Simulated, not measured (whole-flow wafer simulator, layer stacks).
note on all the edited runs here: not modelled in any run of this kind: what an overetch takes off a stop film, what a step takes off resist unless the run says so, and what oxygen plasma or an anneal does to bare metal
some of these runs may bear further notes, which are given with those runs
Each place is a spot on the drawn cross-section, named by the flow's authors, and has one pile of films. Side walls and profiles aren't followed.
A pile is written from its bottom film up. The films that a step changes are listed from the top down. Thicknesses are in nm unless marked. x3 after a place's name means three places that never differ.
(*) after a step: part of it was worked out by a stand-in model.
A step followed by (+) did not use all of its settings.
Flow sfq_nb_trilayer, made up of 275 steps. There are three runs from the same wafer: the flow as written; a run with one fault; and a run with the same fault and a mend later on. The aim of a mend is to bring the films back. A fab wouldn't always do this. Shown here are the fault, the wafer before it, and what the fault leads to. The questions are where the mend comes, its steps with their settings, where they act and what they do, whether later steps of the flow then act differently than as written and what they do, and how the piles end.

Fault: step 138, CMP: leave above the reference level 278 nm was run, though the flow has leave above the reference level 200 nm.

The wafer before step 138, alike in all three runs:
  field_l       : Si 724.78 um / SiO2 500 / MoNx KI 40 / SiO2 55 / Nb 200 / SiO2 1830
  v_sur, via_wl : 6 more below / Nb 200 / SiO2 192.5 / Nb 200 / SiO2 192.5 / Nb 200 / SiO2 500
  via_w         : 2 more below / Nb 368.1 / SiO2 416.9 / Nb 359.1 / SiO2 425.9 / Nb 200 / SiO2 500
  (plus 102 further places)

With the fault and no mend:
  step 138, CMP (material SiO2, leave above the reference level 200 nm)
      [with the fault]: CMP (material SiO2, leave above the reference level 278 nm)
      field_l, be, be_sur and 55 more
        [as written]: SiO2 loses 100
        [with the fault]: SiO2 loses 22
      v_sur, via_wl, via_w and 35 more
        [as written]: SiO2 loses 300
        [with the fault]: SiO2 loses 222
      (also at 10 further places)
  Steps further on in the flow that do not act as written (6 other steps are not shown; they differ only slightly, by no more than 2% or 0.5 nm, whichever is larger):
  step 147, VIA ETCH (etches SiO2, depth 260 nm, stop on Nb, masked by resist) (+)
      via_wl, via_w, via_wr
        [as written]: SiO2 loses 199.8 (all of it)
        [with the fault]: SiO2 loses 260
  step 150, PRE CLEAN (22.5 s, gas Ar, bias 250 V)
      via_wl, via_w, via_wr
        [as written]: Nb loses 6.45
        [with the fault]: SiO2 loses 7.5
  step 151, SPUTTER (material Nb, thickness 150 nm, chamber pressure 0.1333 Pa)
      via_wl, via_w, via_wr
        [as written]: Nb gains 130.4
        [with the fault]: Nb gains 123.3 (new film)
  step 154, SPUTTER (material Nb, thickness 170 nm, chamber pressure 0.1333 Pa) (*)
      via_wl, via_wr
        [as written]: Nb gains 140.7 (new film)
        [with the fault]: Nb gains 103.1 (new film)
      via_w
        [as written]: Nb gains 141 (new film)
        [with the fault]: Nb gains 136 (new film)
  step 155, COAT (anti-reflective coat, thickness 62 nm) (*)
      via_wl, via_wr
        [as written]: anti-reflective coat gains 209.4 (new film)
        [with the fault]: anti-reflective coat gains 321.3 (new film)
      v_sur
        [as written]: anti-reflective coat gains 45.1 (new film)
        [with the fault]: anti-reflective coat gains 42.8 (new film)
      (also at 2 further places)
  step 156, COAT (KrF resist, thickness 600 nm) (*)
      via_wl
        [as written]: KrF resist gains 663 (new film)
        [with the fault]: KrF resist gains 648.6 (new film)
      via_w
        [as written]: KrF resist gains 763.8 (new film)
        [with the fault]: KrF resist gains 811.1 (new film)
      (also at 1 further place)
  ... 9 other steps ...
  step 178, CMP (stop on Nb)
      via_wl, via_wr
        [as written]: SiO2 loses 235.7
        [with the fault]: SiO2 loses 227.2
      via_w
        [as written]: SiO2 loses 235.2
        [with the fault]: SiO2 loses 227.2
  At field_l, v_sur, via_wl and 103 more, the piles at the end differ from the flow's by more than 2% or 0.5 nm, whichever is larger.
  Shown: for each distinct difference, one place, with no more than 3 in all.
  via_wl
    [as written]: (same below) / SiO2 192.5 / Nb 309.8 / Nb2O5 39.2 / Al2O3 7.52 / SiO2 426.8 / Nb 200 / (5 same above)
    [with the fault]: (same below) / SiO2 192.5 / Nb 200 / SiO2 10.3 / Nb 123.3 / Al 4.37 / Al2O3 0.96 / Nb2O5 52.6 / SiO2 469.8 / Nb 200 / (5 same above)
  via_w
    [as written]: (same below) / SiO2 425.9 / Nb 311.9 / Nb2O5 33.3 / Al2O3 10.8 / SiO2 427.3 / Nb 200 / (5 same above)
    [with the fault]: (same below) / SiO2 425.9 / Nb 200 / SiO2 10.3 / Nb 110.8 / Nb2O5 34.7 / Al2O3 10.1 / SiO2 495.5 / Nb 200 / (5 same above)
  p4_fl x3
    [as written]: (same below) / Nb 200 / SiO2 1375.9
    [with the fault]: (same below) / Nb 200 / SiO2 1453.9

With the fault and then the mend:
  After step 145 comes the mend.
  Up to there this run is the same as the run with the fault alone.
  step 145a, STRIP (over-ash 65%, gas O2, power 200 W) (*)
      field_l, v_sur, via_sp and 100 more
        KrF resist loses 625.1 (all of it), anti-reflective coat loses 62 (all of it)
      via_wl, via_w, via_wr
        anti-reflective coat loses 62 (all of it)
  step 145b, CMP (material SiO2, leave above the reference level 200 nm) (a further turn of the flow's step 138)
      field_l, v_sur, via_wl and 103 more
        SiO2 loses 78
  step 145c, COAT (anti-reflective coat, thickness 62 nm) (a further turn of the flow's step 140)
      field_l, v_sur, via_wl and 103 more
        anti-reflective coat gains 62 (new film)
  step 145d, COAT (KrF resist, thickness 650 nm) (a further turn of the flow's step 141)
      field_l, v_sur, via_wl and 103 more
        KrF resist gains 650 (new film)
  step 145e, SOFTBAKE (KrF resist) (a further turn of the flow's step 142)
      alters no film at any place that is followed
  step 145f, EXPOSE (photomask I4, dose 11.93 mJ/cm2, NA 0.6, wavelength 248 nm) (*) (a further turn of the flow's step 143)
      alters no film at any place that is followed
  step 145g, PEB (KrF resist, 90 s) (a further turn of the flow's step 144)
      field_l, v_sur, via_wl and 103 more
        KrF resist loses 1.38
  step 145h, DEVELOP (KrF resist, thickness 650 nm, 60 s) (a further turn of the flow's step 145)
      field_l, v_sur, via_sp and 100 more
        KrF resist loses 23.5
      via_wl, via_w, via_wr
        KrF resist loses 648.6 (all of it)
  None of the later steps of the flow acts differently than as written at any place that is followed.
  At every place that both follow, the piles at the end match the flow's.
